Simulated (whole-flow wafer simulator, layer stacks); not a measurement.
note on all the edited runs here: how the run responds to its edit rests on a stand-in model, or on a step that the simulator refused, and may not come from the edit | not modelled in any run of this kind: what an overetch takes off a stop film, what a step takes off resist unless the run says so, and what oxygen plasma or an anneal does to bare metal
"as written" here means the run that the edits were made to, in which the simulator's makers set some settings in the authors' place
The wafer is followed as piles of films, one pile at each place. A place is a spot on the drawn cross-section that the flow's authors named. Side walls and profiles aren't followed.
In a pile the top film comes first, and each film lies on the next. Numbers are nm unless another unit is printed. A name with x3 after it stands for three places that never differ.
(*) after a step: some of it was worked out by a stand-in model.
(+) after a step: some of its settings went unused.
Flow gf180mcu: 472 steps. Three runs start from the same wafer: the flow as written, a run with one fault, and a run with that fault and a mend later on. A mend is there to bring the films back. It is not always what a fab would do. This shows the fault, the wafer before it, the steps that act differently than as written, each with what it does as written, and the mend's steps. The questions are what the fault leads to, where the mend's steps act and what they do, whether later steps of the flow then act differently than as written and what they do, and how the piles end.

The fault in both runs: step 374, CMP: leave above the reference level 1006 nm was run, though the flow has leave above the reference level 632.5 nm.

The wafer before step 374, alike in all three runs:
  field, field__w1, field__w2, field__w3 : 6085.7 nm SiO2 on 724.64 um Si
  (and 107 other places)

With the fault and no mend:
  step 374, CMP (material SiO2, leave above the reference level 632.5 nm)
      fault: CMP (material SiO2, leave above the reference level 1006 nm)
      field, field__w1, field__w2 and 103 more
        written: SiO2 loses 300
        fault: nothing
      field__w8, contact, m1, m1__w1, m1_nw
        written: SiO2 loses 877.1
        fault: SiO2 loses 503.9
  Later steps of the flow acting differently than as written (not shown: 6 more steps that differ only slightly, by at most 2% or 0.5 nm, whichever is larger):
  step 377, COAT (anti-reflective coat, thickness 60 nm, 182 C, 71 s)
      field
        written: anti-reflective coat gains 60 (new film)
        fault: anti-reflective coat gains 89.3 (new film)
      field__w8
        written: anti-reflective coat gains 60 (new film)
        fault: anti-reflective coat gains 22.9 (new film)
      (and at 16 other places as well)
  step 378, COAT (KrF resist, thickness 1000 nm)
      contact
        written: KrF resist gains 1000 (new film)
        fault: KrF resist gains 972.2 (new film)
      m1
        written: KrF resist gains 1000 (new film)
        fault: KrF resist gains 967.8 (new film)
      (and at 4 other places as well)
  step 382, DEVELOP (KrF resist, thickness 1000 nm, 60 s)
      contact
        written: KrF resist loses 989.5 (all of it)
        fault: KrF resist loses 961.9 (all of it)
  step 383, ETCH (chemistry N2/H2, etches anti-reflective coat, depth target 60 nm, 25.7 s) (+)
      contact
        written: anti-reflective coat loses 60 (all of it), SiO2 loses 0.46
        fault: anti-reflective coat loses 28 (all of it), SiO2 loses 1.28
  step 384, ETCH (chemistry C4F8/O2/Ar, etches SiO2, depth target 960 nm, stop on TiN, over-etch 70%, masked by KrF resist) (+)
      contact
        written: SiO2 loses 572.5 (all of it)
        fault: SiO2 loses 944.8 (all of it)
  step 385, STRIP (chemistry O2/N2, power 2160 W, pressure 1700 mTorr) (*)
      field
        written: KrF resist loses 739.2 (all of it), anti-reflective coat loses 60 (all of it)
        fault: KrF resist loses 726.2 (all of it), anti-reflective coat loses 89.3 (all of it)
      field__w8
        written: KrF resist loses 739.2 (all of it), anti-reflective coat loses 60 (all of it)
        fault: KrF resist loses 730.4 (all of it), anti-reflective coat loses 22.9 (all of it)
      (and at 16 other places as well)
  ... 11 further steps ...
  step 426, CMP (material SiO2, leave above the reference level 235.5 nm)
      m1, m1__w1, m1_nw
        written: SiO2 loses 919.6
        fault: SiO2 loses 990.2
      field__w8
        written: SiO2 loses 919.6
        fault: SiO2 loses 990.1
  At field, field__w1, field__w2 and 109 more, the piles at the end differ from the flow's by more than 2% or 0.5 nm, whichever is larger.
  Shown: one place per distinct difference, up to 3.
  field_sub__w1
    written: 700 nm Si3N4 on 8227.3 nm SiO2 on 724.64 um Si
    fault: 700 nm Si3N4 on 8527.2 nm SiO2 on 724.64 um Si
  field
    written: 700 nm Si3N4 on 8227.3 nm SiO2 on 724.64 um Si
    fault: 700 nm Si3N4 on 8527.3 nm SiO2 on 724.64 um Si
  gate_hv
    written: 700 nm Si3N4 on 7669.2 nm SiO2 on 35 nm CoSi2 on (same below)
    fault: 700 nm Si3N4 on 7969.1 nm SiO2 on 35 nm CoSi2 on (same below)

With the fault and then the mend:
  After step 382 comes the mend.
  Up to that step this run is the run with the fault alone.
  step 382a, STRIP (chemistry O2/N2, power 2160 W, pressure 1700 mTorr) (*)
      iso_ptap_pw, iso_ntap_nw, iso_nw_fld and 33 more
        KrF resist loses 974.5 (all of it), anti-reflective coat loses 60 (all of it)
      field_sub, field_sub__w1, field_sub__w2 and 10 more
        KrF resist loses 975.2 (all of it), anti-reflective coat loses 60.2 (all of it)
      p_well, sti, spacer, sd_n, mim_1p0, pad, dice_street
        KrF resist loses 974.6 (all of it), anti-reflective coat loses 60.6 (all of it)
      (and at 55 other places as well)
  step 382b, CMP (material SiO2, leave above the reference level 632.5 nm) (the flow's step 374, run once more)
      field, field__w1, field__w2 and 103 more
        SiO2 loses 300
      field__w8, contact, m1, m1__w1, m1_nw
        SiO2 loses 373.2
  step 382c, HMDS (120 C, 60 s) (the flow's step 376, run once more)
      leaves every film unchanged at each place that is followed
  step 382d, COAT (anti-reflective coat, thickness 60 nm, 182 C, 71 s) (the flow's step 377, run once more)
      field, field__w1, field__w2 and 108 more
        anti-reflective coat gains 60 (new film)
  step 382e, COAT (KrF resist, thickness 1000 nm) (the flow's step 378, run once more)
      field, field__w1, field__w2 and 108 more
        KrF resist gains 1000 (new film)
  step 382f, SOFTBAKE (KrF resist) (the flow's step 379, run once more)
      leaves every film unchanged at each place that is followed
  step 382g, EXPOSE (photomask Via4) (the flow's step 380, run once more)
      leaves every film unchanged at each place that is followed
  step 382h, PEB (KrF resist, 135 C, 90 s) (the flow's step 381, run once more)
      field, field__w1, field__w2 and 108 more
        KrF resist loses 10.5
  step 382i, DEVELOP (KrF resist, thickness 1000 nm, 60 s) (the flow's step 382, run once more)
      field, field__w1, field__w2 and 107 more
        KrF resist loses 14.9
      contact
        KrF resist loses 989.5 (all of it)
  Later steps of the flow that are run all act as written at every place that is followed.
  At every place that both follow, the piles at the end match the flow's.
